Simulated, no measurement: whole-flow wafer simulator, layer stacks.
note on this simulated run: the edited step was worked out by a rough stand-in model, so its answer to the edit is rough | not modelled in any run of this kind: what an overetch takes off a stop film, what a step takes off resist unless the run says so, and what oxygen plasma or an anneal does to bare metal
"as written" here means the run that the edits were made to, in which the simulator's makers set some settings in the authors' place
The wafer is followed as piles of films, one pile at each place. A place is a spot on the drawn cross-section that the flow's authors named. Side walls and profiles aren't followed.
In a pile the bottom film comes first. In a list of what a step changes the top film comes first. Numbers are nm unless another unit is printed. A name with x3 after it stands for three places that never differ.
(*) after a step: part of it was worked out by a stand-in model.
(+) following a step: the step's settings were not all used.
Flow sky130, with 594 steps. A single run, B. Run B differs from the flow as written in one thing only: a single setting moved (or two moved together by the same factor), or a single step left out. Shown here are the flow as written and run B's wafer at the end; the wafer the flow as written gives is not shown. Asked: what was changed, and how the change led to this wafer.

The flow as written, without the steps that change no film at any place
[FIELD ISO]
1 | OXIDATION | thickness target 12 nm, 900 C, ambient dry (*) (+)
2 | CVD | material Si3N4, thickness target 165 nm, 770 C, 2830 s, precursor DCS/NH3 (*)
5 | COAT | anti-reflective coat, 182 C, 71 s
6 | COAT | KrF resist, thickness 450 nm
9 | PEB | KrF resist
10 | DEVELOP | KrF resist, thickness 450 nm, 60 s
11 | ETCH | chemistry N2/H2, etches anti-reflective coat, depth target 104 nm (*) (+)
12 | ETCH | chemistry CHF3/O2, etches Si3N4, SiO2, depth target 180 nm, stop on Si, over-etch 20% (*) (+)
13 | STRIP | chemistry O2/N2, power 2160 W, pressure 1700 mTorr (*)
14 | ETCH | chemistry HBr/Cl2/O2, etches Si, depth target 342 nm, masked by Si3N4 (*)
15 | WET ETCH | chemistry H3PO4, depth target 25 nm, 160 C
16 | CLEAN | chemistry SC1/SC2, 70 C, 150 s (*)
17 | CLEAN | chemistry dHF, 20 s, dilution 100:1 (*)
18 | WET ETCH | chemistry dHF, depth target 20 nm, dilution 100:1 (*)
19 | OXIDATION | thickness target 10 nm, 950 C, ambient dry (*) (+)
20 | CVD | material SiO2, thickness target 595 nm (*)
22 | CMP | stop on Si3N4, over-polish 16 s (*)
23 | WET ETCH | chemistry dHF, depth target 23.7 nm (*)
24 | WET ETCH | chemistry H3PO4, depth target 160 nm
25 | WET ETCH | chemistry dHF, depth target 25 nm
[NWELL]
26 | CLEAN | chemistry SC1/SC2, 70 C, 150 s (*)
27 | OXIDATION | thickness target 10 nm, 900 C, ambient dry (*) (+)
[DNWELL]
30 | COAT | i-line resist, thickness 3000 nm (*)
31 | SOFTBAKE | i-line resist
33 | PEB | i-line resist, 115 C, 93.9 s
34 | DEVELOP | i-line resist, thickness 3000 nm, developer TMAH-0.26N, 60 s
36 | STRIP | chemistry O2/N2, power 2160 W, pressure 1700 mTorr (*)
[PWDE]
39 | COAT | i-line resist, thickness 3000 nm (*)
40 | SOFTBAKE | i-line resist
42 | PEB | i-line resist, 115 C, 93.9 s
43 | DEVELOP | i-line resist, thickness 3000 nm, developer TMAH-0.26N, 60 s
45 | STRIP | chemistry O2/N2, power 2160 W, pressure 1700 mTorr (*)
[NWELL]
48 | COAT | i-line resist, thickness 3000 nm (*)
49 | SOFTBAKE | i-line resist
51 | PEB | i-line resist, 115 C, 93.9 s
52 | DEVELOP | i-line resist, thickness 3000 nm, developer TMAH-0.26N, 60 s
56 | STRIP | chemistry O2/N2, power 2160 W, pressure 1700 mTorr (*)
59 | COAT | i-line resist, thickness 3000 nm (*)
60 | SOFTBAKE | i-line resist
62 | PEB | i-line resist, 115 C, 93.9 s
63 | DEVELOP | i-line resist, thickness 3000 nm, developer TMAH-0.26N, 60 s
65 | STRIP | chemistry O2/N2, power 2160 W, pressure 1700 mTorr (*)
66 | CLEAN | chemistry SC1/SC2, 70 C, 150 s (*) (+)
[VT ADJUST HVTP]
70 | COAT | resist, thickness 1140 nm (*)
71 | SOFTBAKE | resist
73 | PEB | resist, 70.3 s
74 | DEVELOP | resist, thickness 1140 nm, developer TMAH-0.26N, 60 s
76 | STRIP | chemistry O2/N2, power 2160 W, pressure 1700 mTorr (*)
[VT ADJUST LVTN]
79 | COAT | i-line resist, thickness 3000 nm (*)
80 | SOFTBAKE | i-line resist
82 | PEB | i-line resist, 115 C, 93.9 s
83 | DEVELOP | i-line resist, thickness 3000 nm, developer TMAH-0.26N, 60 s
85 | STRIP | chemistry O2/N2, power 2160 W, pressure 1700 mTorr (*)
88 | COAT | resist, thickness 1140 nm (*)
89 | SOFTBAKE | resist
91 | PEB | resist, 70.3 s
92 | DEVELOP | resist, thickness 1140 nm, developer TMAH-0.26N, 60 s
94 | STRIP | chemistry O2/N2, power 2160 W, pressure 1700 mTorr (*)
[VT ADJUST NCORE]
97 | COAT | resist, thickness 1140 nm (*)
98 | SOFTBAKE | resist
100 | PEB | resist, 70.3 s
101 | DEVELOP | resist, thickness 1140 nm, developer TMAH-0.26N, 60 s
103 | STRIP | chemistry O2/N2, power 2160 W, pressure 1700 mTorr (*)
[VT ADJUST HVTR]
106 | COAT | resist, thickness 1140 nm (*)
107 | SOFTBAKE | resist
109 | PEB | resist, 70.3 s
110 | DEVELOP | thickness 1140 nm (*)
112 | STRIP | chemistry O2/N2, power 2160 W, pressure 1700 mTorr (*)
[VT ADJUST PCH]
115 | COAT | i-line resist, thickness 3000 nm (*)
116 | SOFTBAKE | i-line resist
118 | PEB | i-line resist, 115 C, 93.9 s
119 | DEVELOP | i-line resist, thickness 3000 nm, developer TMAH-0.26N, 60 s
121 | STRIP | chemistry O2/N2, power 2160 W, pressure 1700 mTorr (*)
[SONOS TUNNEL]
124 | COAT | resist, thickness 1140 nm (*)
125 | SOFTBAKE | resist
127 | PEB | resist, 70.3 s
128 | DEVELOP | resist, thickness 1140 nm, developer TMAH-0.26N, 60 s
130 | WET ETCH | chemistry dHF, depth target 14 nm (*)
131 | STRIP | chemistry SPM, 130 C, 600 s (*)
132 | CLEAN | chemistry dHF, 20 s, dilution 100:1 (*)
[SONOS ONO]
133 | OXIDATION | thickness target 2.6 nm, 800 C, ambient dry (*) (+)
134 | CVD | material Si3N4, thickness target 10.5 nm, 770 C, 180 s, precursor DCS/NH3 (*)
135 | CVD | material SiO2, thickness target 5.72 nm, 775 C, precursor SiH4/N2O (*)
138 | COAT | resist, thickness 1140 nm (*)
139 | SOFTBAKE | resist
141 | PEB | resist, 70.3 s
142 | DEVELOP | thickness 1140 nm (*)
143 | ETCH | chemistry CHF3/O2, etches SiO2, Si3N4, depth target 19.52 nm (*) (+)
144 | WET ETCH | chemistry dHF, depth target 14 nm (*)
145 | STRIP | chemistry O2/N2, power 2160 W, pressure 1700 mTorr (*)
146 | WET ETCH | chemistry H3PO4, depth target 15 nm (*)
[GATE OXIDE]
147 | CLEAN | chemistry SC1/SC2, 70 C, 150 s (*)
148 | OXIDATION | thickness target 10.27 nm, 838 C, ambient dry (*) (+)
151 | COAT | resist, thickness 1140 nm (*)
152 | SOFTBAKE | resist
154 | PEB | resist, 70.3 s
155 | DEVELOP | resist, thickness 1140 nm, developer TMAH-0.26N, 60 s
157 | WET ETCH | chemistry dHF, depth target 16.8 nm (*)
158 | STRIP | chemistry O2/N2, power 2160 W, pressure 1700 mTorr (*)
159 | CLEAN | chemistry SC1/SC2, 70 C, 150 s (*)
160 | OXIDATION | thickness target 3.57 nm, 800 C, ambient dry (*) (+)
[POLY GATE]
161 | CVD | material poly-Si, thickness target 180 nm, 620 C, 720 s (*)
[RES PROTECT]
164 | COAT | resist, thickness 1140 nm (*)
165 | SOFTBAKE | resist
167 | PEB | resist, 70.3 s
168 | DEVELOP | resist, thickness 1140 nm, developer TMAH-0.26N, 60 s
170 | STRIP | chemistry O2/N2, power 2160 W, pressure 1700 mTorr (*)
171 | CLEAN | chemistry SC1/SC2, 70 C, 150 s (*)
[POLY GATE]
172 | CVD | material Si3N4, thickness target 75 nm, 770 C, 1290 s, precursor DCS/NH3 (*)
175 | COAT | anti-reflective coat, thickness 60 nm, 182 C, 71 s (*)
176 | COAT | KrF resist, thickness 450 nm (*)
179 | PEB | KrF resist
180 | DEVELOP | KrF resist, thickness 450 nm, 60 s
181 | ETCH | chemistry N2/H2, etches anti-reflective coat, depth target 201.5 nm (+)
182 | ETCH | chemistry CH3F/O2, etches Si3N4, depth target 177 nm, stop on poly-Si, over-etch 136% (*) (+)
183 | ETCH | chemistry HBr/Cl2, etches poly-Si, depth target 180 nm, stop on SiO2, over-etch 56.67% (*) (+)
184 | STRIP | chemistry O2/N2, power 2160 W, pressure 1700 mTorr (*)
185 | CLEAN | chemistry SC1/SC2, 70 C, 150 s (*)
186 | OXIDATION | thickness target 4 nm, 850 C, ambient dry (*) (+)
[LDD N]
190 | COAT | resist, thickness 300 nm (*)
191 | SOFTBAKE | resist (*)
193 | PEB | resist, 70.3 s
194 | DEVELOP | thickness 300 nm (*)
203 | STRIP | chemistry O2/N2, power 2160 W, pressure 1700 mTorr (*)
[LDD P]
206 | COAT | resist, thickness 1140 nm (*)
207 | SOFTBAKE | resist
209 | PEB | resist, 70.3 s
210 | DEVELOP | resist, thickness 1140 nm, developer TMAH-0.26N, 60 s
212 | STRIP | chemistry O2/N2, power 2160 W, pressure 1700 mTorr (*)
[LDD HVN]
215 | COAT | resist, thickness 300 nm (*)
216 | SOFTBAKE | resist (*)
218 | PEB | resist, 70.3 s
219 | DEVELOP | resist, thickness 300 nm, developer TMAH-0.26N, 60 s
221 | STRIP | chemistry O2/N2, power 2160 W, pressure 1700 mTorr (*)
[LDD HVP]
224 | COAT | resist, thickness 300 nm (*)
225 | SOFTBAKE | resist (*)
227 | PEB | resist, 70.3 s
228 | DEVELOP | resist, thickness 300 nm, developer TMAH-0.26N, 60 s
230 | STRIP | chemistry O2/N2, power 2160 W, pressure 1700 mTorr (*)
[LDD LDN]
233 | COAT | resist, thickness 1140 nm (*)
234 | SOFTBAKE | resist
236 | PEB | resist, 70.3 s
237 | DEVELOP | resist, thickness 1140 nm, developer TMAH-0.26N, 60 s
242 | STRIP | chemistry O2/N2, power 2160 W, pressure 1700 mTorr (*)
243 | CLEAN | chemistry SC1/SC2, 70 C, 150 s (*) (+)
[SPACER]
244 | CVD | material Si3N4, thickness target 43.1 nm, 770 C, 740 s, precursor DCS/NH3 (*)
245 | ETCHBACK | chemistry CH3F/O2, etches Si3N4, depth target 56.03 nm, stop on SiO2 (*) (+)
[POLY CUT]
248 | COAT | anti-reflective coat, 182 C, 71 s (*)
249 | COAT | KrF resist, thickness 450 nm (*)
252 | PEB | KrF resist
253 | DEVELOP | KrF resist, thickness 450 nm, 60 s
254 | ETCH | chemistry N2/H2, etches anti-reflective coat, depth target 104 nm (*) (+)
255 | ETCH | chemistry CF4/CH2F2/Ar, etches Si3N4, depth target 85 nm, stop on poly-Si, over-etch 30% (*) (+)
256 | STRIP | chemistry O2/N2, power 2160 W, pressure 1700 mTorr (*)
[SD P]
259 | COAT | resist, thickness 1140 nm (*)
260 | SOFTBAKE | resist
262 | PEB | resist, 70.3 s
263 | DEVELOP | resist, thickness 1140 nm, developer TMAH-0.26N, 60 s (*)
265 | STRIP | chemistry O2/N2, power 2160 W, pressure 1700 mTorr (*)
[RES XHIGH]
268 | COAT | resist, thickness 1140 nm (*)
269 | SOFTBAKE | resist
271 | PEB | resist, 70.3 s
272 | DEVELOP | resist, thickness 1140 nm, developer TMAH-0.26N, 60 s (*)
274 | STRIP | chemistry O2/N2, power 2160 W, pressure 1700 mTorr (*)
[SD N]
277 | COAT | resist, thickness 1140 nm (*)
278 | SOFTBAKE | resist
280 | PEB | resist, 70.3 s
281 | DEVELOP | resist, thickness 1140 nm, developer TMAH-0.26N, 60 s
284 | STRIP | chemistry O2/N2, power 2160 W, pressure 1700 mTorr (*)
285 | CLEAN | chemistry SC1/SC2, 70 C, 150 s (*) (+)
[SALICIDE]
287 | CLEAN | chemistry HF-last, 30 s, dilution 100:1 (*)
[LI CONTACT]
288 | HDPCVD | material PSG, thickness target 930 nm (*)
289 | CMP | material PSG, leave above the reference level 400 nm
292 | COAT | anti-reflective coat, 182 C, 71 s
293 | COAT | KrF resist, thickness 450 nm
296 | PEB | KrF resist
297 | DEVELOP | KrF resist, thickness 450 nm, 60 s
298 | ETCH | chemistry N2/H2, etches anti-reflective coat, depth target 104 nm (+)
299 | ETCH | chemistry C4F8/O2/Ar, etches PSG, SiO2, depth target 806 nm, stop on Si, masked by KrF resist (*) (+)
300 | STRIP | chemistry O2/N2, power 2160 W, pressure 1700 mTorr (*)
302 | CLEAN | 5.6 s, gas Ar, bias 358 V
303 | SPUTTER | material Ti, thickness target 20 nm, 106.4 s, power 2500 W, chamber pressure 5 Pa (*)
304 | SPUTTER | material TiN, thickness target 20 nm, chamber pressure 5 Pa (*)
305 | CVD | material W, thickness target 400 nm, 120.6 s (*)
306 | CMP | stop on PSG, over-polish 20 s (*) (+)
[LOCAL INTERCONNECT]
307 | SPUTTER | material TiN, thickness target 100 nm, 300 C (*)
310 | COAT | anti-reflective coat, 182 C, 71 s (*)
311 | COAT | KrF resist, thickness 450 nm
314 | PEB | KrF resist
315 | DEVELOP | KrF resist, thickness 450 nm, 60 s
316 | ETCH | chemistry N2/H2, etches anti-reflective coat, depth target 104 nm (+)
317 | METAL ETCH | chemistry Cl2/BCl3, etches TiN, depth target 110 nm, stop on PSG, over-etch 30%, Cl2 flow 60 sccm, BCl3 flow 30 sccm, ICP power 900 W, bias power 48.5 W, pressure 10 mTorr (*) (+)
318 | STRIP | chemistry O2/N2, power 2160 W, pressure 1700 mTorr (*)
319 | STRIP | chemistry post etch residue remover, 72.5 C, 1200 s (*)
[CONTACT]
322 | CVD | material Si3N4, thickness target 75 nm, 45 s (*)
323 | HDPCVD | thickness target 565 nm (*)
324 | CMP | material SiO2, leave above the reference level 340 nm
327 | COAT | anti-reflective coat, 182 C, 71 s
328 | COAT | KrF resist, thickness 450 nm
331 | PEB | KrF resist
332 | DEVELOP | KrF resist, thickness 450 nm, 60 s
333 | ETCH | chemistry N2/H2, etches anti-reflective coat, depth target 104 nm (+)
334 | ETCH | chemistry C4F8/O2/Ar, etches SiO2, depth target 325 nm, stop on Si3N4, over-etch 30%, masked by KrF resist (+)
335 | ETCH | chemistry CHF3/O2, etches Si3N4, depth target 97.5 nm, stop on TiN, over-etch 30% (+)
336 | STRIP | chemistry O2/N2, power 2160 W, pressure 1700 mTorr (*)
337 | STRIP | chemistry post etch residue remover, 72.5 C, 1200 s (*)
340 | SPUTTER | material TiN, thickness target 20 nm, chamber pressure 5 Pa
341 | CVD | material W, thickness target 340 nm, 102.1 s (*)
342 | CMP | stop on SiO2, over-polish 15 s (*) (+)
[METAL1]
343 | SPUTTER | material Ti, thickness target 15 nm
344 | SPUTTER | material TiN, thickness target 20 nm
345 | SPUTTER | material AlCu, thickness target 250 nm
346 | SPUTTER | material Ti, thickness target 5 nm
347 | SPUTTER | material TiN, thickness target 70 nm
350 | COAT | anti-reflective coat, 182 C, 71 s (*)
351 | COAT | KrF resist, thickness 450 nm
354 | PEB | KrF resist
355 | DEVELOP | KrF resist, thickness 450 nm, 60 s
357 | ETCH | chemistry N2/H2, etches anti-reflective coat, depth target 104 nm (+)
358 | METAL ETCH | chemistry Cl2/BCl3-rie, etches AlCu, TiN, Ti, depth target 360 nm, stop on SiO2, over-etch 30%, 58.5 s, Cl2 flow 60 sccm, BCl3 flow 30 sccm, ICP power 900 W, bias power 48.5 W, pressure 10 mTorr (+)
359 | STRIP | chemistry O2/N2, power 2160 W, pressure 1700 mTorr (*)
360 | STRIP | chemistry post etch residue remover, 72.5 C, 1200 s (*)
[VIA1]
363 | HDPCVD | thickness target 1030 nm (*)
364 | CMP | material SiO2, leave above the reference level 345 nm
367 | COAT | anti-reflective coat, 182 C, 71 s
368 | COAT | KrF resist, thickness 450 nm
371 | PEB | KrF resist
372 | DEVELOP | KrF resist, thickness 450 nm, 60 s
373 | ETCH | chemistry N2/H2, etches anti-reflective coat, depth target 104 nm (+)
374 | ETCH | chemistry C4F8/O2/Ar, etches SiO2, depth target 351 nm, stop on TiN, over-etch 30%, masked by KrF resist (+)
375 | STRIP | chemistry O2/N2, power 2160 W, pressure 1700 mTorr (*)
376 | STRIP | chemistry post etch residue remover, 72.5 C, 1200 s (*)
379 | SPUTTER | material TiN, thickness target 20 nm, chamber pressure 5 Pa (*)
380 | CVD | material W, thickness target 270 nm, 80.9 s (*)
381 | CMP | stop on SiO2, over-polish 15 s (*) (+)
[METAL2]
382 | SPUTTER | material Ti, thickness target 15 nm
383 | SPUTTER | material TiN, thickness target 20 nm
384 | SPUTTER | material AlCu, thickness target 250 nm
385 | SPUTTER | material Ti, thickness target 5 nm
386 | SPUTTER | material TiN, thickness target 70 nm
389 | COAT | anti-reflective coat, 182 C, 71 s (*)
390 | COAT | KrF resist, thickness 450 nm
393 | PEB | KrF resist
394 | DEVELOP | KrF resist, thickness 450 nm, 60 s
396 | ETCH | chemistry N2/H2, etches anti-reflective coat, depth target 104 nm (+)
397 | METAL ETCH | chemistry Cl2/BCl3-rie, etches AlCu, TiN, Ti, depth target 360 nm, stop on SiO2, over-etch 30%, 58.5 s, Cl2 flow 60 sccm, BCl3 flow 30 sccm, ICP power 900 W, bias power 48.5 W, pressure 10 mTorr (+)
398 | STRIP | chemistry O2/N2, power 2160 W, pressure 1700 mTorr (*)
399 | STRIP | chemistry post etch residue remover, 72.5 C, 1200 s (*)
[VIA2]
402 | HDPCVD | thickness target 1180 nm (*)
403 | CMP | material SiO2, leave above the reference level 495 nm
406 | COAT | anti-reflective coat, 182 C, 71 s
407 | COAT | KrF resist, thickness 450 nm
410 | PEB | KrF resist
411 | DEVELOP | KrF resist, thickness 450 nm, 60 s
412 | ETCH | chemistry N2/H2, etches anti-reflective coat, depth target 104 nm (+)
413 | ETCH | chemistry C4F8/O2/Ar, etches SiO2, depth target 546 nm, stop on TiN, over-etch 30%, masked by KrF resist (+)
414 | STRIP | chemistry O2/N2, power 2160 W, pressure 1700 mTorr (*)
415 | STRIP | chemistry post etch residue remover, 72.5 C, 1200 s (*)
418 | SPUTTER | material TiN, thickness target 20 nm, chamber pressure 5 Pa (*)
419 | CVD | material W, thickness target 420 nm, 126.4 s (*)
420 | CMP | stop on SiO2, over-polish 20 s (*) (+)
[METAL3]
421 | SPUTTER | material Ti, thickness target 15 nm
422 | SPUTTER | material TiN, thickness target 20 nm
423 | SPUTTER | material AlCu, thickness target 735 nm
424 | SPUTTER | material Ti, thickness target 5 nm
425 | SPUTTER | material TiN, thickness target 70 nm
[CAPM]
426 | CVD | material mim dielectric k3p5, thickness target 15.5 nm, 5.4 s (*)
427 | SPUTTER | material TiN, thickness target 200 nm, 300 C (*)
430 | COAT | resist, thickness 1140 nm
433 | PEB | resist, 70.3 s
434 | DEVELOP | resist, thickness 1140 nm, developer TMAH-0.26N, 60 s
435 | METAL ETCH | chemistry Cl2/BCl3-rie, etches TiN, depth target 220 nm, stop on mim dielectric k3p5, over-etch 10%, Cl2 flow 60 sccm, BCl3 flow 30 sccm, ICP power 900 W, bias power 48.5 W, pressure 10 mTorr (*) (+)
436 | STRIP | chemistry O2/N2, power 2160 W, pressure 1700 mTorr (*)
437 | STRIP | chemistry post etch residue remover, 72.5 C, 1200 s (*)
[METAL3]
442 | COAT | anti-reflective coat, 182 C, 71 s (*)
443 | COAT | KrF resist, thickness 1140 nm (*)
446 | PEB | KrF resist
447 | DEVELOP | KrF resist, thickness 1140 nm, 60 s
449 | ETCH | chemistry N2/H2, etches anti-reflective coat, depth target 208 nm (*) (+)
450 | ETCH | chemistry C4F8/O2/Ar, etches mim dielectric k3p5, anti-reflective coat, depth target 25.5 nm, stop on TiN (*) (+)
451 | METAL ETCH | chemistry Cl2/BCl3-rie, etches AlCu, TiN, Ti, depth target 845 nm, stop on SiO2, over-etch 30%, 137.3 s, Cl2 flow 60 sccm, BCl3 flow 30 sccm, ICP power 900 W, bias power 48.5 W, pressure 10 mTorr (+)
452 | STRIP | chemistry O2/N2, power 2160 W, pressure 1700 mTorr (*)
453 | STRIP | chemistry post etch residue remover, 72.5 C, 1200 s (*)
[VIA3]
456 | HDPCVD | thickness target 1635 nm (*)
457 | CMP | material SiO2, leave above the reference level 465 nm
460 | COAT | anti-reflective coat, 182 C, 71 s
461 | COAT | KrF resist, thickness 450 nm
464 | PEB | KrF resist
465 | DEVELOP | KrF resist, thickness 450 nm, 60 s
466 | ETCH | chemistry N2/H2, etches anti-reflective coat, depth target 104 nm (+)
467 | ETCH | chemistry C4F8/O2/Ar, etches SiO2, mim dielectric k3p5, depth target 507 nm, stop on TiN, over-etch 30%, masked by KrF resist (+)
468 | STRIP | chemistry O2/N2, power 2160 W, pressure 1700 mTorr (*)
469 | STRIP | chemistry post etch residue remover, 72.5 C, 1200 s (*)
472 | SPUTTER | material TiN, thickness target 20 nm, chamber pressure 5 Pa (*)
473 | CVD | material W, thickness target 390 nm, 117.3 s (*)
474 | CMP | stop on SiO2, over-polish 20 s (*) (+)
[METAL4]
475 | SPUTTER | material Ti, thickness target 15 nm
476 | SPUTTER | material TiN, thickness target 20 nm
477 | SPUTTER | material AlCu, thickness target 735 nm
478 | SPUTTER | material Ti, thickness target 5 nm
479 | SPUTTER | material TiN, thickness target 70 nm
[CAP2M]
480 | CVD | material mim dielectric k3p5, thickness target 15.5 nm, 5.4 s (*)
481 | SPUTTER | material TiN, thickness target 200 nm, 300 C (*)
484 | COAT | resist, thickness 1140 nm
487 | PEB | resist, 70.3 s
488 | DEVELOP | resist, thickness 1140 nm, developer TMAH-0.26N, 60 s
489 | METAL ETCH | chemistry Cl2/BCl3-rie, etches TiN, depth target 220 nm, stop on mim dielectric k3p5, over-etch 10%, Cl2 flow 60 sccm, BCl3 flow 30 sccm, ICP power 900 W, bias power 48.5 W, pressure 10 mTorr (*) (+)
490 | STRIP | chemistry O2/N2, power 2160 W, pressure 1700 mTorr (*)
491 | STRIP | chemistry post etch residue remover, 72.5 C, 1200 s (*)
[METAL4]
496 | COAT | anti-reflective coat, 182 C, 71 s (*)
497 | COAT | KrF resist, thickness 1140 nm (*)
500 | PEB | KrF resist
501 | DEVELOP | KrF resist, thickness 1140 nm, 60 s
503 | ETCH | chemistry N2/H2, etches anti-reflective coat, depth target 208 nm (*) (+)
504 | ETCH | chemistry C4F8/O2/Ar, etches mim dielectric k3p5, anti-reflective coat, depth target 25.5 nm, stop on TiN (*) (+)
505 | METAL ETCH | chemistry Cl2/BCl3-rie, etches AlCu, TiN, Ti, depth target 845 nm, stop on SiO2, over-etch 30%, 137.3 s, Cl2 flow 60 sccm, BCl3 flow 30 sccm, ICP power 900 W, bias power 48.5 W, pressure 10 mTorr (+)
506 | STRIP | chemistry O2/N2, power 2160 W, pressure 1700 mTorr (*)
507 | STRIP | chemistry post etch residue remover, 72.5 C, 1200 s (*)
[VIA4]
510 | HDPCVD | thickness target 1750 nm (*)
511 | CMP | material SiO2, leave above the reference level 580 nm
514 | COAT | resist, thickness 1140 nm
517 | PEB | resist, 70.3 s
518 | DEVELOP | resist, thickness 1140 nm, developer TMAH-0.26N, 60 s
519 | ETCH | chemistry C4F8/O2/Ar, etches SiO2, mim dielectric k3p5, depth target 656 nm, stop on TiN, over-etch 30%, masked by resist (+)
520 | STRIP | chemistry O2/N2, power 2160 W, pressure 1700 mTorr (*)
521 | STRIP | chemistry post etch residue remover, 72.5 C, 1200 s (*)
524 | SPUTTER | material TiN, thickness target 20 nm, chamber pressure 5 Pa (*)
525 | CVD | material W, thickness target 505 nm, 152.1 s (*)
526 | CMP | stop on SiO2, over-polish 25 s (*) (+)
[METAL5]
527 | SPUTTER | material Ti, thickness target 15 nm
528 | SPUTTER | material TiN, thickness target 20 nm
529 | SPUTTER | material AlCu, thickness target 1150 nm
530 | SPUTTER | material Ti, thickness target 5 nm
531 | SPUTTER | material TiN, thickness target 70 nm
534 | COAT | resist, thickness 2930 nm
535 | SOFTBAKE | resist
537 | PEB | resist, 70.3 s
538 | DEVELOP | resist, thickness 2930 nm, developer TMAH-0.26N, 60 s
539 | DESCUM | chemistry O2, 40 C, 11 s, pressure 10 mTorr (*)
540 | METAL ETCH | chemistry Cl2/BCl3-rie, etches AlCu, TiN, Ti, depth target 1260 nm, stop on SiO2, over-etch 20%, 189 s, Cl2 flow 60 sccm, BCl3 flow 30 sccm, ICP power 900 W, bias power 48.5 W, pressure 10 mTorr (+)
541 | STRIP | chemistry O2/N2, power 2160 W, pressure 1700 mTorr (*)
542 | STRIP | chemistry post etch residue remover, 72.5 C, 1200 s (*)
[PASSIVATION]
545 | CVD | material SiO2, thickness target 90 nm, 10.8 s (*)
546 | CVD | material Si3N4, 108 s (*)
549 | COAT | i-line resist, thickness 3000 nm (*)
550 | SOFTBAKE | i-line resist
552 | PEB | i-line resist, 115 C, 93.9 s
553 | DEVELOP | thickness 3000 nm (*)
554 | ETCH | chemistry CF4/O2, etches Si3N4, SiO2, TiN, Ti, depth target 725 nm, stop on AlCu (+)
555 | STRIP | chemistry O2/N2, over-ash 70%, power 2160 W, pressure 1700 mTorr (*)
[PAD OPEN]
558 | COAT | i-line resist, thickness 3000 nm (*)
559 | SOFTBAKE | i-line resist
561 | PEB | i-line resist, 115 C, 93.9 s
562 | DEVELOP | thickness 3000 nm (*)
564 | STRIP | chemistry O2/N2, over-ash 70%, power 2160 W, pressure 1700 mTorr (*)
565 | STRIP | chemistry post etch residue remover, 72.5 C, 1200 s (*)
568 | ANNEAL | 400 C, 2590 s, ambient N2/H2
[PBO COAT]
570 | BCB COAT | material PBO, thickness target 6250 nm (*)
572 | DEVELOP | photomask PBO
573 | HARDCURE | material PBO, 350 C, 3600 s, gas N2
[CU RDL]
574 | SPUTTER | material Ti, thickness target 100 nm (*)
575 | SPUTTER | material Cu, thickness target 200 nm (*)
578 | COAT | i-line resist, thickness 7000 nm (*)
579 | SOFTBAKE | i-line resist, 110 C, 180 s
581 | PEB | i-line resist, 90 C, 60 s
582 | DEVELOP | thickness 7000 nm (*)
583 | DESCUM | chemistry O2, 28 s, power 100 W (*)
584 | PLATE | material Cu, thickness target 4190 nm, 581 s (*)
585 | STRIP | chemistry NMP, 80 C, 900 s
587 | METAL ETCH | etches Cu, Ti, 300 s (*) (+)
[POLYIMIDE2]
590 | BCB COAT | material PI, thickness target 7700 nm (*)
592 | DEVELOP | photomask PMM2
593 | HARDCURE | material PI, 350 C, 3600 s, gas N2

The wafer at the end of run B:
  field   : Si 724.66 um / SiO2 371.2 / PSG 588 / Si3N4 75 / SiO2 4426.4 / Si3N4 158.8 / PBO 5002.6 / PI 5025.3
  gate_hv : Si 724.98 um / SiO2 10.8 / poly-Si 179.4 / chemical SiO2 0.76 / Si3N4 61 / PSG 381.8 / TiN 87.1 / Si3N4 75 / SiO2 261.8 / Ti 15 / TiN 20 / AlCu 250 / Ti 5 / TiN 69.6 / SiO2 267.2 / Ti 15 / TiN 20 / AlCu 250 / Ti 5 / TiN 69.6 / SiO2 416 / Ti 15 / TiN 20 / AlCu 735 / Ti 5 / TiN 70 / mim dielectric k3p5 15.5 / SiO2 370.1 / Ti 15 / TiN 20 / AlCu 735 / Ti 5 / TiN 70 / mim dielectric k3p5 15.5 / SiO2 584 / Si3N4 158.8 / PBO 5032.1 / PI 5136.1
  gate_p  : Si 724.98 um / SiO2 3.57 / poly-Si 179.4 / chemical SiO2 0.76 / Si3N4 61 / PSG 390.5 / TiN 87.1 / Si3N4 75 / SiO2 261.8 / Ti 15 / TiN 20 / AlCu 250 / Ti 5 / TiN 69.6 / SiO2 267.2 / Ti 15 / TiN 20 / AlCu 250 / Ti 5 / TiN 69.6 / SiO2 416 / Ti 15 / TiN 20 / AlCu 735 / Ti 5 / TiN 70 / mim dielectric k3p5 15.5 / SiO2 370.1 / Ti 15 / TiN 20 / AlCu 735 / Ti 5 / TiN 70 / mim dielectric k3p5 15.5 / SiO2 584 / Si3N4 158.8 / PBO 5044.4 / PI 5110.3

Cause: step 307, SPUTTER: thickness target 87.5 nm was run, though the flow has thickness target 100 nm.

Step by step, how the change led to this:
  307 | SPUTTER | material TiN, thickness target 100 nm, 300 C (*)
      field, active, n_well and 188 more: +87.5 TiN (new film) (as written it would have been: +100 TiN (new film))
  317 | METAL ETCH | chemistry Cl2/BCl3, etches TiN, depth target 110 nm, stop on PSG, over-etch 30%, Cl2 flow 60 sccm, BCl3 flow 30 sccm, ICP power 900 W, bias power 48.5 W, pressure 10 mTorr (*) (+)
      field, active, gate and 88 more: -86.2 TiN (all of it) (as written it would have been: -98.7 TiN (all of it))
  324 | CMP | material SiO2, leave above the reference level 340 nm
      field, active, gate and 88 more: -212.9 SiO2 (as written it would have been: -200.4 SiO2)
